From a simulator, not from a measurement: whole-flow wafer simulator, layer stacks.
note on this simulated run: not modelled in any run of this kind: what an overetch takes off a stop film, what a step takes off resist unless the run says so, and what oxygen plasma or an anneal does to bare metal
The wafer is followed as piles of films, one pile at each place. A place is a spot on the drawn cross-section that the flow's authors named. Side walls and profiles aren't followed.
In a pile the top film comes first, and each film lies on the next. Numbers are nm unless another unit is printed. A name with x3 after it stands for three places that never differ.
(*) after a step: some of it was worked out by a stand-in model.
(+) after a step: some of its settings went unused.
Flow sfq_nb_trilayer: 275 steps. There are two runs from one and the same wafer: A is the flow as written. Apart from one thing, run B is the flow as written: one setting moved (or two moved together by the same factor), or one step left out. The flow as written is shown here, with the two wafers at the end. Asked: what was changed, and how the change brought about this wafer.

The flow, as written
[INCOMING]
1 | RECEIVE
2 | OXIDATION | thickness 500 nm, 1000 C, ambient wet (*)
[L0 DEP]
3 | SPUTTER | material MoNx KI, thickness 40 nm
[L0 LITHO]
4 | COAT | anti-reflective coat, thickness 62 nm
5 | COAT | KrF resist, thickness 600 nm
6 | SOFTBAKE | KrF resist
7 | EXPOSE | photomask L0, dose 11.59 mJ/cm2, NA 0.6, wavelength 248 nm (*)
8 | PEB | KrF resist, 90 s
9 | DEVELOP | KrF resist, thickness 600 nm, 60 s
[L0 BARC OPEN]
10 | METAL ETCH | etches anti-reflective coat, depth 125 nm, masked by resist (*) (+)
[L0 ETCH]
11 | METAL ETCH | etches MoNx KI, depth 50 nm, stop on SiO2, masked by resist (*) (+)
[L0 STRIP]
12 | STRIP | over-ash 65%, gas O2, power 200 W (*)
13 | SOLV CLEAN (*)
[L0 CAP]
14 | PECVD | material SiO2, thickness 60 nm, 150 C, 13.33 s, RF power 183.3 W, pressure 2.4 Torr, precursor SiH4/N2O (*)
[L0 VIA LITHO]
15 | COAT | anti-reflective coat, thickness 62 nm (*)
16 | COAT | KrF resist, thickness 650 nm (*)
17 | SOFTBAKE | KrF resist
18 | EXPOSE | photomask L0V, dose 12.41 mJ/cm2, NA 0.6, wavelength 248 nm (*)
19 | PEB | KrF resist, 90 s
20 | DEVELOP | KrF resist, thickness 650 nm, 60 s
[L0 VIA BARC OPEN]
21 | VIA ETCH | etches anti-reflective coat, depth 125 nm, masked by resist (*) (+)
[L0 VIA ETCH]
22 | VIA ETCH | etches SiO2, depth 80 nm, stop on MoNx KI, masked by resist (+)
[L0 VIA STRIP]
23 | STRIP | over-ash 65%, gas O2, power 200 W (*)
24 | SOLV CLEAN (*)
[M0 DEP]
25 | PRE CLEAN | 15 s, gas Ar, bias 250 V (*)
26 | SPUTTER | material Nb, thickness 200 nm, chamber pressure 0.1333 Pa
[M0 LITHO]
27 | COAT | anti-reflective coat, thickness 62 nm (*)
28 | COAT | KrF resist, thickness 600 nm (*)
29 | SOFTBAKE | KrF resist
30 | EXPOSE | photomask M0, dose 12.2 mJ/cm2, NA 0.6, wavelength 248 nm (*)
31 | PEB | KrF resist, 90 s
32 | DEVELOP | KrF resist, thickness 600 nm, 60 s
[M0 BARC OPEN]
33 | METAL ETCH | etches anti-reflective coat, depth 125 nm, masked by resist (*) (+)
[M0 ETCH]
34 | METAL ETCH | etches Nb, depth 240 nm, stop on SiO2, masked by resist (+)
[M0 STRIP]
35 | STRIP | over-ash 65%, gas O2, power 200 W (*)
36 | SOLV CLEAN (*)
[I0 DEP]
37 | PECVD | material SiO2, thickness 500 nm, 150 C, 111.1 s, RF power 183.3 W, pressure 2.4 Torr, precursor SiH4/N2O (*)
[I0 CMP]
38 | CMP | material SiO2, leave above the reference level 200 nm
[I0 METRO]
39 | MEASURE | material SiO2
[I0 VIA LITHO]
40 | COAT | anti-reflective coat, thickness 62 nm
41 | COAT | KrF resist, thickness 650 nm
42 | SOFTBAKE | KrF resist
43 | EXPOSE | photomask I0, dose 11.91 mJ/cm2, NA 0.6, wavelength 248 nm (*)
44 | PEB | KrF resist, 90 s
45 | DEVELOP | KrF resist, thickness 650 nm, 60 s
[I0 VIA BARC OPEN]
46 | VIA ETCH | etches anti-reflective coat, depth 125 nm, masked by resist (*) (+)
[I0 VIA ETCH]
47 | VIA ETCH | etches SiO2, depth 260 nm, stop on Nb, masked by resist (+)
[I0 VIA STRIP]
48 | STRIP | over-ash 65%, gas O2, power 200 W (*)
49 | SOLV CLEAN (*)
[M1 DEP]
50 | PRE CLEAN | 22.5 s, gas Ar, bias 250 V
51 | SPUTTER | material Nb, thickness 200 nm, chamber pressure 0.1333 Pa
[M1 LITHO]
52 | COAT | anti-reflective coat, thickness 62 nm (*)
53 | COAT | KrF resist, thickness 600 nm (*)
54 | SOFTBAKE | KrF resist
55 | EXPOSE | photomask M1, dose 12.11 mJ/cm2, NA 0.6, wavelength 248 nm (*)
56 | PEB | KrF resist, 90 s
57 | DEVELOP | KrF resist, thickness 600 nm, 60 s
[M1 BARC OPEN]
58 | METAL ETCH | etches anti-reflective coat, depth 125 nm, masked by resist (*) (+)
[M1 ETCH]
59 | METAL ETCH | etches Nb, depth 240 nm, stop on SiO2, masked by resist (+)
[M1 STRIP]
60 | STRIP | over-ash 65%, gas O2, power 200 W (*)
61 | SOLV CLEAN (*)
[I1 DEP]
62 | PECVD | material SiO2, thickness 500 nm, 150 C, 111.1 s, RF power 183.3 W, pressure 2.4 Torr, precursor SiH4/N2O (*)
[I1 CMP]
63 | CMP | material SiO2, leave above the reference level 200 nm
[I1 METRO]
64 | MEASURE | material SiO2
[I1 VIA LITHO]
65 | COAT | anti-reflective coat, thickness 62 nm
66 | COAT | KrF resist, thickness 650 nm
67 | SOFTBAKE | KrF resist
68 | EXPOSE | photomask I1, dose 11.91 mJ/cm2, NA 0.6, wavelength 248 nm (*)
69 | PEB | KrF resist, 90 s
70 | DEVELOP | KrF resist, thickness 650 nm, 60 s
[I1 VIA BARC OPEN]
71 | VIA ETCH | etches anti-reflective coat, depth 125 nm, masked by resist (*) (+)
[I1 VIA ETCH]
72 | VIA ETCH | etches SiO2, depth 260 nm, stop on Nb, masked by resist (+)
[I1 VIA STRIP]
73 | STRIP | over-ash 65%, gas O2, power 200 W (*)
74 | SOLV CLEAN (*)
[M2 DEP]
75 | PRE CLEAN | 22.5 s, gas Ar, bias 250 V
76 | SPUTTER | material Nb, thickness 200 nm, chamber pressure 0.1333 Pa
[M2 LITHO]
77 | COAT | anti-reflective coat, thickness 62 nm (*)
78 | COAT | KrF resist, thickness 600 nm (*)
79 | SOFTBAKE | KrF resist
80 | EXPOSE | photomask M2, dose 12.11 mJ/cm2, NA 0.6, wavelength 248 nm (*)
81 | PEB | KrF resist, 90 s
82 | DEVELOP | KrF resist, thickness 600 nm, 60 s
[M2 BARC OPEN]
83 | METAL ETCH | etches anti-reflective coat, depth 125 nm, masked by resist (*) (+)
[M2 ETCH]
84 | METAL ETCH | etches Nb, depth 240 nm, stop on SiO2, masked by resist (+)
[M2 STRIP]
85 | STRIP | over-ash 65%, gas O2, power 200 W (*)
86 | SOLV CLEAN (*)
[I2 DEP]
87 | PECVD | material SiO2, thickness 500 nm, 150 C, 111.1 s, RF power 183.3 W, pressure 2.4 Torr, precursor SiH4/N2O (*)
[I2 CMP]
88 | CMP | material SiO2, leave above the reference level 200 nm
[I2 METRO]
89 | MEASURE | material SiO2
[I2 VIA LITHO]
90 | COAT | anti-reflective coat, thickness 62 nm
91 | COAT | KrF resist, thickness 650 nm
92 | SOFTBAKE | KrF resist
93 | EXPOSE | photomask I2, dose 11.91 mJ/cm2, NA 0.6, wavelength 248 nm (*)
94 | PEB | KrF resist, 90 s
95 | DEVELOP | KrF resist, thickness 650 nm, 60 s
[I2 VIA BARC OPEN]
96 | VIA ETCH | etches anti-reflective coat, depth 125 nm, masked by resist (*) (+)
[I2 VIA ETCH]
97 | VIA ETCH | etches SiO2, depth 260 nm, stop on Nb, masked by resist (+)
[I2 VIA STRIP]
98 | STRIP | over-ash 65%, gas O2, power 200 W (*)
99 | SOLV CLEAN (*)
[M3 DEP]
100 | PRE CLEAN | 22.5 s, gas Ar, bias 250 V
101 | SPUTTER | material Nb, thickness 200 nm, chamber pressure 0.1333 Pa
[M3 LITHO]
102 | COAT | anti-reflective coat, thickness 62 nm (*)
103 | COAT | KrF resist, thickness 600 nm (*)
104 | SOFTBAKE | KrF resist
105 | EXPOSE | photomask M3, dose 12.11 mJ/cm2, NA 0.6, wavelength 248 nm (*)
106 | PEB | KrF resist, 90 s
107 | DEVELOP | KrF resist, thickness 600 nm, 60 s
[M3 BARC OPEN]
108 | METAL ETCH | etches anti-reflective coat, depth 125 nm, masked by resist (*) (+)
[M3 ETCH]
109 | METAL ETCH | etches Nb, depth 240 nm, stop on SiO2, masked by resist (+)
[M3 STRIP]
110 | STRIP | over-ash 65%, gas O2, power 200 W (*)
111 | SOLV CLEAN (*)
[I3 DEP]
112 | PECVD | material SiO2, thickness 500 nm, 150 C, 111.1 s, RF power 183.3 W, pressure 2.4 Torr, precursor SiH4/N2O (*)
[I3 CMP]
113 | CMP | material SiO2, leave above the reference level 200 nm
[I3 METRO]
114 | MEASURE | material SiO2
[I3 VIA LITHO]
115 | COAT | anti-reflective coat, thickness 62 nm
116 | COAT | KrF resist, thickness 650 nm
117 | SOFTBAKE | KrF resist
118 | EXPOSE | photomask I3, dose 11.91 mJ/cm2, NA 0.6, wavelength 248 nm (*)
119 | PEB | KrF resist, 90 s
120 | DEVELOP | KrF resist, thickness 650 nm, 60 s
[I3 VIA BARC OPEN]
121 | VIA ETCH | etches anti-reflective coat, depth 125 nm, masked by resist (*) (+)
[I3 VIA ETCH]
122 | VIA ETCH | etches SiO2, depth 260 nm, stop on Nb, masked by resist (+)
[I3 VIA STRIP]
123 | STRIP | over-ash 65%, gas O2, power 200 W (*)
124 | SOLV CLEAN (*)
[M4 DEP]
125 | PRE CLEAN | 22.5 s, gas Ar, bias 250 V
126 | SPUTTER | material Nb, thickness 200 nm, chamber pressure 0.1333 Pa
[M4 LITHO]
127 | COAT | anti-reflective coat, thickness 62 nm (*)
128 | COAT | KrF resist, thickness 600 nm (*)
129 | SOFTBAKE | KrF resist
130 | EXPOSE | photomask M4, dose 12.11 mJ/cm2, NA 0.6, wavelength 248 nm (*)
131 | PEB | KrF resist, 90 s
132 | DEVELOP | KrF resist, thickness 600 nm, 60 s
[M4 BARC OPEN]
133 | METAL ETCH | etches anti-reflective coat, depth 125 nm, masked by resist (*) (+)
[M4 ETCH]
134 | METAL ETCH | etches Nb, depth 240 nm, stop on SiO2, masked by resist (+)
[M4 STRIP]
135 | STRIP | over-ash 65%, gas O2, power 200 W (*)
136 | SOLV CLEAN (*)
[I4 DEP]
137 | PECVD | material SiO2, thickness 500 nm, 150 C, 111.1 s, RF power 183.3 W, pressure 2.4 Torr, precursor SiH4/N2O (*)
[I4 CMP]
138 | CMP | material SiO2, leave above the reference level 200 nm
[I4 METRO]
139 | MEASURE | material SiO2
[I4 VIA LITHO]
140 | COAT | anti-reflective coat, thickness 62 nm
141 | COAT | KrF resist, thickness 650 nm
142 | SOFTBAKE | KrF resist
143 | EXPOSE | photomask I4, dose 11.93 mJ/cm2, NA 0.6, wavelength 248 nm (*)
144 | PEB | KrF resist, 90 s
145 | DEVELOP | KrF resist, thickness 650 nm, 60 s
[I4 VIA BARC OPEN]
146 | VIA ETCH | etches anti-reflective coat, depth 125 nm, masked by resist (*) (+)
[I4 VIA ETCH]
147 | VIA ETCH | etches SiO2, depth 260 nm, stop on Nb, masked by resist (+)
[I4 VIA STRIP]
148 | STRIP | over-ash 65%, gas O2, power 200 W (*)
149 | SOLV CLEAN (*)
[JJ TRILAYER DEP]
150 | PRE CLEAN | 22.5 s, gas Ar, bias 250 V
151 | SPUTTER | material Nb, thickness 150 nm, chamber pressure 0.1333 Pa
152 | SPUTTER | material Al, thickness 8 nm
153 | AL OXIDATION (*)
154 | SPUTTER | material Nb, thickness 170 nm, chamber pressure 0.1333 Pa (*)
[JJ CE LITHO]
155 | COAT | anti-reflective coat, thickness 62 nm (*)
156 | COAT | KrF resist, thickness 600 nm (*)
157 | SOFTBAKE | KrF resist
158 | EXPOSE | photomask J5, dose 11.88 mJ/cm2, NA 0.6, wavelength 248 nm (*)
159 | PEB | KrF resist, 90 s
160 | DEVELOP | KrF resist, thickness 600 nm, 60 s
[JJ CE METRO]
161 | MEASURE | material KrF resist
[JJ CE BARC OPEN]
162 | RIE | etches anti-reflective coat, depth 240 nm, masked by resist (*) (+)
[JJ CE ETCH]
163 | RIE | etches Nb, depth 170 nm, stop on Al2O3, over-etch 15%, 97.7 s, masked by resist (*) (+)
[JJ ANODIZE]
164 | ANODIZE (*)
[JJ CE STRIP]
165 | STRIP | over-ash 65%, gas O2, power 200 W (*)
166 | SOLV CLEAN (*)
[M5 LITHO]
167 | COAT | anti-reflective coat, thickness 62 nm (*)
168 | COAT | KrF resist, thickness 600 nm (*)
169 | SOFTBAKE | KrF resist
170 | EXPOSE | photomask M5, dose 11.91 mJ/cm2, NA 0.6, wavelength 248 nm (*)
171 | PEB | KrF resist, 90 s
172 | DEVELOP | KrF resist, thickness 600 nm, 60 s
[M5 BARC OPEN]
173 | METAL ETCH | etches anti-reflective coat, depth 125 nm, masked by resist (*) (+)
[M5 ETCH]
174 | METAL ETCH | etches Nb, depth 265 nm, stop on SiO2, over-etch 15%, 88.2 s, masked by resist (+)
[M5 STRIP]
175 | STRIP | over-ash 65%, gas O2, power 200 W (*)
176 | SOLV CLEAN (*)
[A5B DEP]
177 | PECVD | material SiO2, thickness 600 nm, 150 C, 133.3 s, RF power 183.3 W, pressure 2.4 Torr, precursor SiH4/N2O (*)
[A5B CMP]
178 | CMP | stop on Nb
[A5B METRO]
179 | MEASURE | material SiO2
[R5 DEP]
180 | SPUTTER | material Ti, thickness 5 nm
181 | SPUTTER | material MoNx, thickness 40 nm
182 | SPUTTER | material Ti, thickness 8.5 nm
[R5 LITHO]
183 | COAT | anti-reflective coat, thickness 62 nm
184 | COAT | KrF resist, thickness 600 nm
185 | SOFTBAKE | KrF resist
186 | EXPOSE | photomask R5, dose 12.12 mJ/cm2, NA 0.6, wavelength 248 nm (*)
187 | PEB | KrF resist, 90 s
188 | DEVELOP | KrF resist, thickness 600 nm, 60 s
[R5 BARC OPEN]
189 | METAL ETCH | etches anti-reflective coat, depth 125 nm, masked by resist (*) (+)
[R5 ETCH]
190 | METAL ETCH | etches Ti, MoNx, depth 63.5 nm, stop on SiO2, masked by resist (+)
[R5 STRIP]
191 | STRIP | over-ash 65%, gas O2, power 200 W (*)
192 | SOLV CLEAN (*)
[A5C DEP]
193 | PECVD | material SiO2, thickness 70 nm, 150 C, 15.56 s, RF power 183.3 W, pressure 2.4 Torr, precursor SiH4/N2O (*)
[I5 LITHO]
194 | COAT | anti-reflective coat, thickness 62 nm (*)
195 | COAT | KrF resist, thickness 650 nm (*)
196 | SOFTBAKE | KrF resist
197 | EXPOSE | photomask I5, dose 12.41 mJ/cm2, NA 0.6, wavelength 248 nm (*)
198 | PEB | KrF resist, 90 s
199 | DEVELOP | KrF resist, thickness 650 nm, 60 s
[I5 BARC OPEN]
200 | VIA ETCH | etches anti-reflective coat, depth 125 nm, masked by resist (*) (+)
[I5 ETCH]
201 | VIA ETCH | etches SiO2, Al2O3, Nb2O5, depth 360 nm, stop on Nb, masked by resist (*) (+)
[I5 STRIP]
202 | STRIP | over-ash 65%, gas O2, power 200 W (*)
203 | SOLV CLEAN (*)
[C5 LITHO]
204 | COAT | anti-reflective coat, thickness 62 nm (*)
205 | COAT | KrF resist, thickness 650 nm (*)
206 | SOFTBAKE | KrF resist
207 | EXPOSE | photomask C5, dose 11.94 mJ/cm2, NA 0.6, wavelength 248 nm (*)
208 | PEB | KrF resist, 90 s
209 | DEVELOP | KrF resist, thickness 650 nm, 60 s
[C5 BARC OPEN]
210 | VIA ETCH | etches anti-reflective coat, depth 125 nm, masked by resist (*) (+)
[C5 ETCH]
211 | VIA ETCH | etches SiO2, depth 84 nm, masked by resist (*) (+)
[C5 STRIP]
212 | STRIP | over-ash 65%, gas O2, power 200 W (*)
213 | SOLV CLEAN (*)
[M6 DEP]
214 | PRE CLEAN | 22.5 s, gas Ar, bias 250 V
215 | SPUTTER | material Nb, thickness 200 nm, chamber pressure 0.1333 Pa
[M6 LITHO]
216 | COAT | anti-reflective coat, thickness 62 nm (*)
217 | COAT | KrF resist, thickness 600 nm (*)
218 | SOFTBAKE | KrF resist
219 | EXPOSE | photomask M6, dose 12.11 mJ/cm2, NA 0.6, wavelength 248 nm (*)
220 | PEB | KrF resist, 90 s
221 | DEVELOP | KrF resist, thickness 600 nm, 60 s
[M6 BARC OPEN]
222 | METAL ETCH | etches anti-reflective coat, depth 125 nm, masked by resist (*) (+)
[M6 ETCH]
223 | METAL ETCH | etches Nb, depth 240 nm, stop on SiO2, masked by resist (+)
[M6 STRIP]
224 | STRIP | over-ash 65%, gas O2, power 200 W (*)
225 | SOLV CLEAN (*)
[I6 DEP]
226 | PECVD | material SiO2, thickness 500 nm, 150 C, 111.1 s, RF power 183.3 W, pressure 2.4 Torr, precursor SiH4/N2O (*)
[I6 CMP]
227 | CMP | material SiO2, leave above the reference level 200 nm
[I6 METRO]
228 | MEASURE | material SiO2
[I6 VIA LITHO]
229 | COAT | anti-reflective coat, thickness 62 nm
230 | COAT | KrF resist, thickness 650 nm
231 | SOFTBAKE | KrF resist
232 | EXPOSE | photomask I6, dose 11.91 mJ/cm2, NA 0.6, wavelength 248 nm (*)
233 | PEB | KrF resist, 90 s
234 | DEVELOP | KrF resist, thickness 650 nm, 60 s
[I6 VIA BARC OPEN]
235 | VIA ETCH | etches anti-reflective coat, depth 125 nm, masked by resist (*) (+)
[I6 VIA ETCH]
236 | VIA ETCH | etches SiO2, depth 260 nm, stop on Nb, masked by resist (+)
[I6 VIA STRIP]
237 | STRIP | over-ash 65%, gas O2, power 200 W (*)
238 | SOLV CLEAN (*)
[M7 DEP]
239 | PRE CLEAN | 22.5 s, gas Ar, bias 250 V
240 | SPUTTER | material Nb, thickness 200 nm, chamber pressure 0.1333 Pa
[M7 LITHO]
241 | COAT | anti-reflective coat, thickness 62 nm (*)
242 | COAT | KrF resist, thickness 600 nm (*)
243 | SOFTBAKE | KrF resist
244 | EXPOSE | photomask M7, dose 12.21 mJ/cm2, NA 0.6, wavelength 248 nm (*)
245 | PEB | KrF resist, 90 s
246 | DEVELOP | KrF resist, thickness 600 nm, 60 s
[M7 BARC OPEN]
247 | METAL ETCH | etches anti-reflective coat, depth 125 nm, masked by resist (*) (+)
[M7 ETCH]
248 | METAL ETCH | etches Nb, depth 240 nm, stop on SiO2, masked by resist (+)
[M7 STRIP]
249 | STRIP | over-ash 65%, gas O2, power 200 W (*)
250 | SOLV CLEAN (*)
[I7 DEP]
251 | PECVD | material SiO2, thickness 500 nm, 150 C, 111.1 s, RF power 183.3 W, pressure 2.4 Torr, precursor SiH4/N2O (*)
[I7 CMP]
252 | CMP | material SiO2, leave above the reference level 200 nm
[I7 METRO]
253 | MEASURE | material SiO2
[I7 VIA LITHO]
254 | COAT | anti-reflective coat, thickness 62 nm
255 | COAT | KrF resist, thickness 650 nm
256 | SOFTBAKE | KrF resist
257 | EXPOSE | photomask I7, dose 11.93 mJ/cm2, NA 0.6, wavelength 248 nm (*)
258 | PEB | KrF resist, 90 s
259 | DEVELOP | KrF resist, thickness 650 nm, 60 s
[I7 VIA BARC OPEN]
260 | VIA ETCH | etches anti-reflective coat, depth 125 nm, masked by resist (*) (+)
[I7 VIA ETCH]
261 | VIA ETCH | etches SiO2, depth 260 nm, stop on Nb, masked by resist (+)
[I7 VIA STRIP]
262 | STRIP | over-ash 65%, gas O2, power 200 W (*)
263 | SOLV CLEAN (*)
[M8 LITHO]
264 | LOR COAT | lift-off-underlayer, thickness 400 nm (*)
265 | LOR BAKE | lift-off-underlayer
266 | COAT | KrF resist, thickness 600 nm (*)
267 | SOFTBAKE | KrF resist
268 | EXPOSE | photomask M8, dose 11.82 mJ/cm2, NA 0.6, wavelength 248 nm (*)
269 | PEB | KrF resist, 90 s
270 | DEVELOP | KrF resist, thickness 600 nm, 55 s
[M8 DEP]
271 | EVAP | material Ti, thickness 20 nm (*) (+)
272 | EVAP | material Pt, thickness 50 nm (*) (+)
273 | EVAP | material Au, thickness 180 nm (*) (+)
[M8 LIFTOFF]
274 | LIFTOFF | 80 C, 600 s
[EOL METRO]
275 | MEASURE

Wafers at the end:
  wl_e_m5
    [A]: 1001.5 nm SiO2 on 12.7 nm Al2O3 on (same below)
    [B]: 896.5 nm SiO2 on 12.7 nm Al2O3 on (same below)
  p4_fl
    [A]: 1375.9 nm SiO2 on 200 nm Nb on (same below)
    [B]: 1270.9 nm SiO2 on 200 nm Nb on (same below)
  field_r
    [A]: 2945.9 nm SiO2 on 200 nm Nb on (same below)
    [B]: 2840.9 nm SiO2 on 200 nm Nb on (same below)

The reason: step 240, SPUTTER: thickness 95 nm was run, while the flow as written has thickness 200 nm.

Step by step, how the change led to this:
  240 | SPUTTER | material Nb, thickness 200 nm, chamber pressure 0.1333 Pa
      field_l, v_sur, via_wl and 102 more: A Nb gains 200 (new film) | B Nb gains 95 (new film)
      via_v: A Nb gains 161.1 | B Nb gains 76.4
  241 | COAT | anti-reflective coat, thickness 62 nm (*)
      via_v: A anti-reflective coat gains 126 (new film) | B anti-reflective coat gains 120.1 (new film)
  248 | METAL ETCH | etches Nb, depth 240 nm, stop on SiO2, masked by resist (+)
      field_l, field_r, lsp_l and 62 more: A Nb loses 200 (all of it) | B Nb loses 95 (all of it)
      v_sur, via_wl, via_w and 38 more: A KrF resist loses 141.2 | B KrF resist loses 83.8
  249 | STRIP | over-ash 65%, gas O2, power 200 W (*)
      wl_j_sl, wl_jj, wl_j_sr and 14 more: A KrF resist loses 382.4 (all of it), anti-reflective coat loses 62 (all of it) | B KrF resist loses 439.7 (all of it), anti-reflective coat loses 62 (all of it)
      ln_m5, lsp_m, ln_m6: A KrF resist loses 381.9 (all of it), anti-reflective coat loses 61.8 (all of it) | B KrF resist loses 439.3 (all of it), anti-reflective coat loses 61.8 (all of it)
      (also at 21 further places)
  251 | PECVD | material SiO2, thickness 500 nm, 150 C, 111.1 s, RF power 183.3 W, pressure 2.4 Torr, precursor SiH4/N2O (*)
      field_r, lsp_l: A SiO2 gains 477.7 | B SiO2 gains 489.4
      m7r_space_l, m7r_space_r: A SiO2 gains 557.1 | B SiO2 gains 500
      (also at 1 further place)
  252 | CMP | material SiO2, leave above the reference level 200 nm
      field_l, p4_fl, p4_fm and 56 more: A SiO2 loses 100 | B SiO2 loses 205
      field_r, lsp_l: A SiO2 loses 77.7 | B SiO2 loses 194.4
      (also at 5 further places)
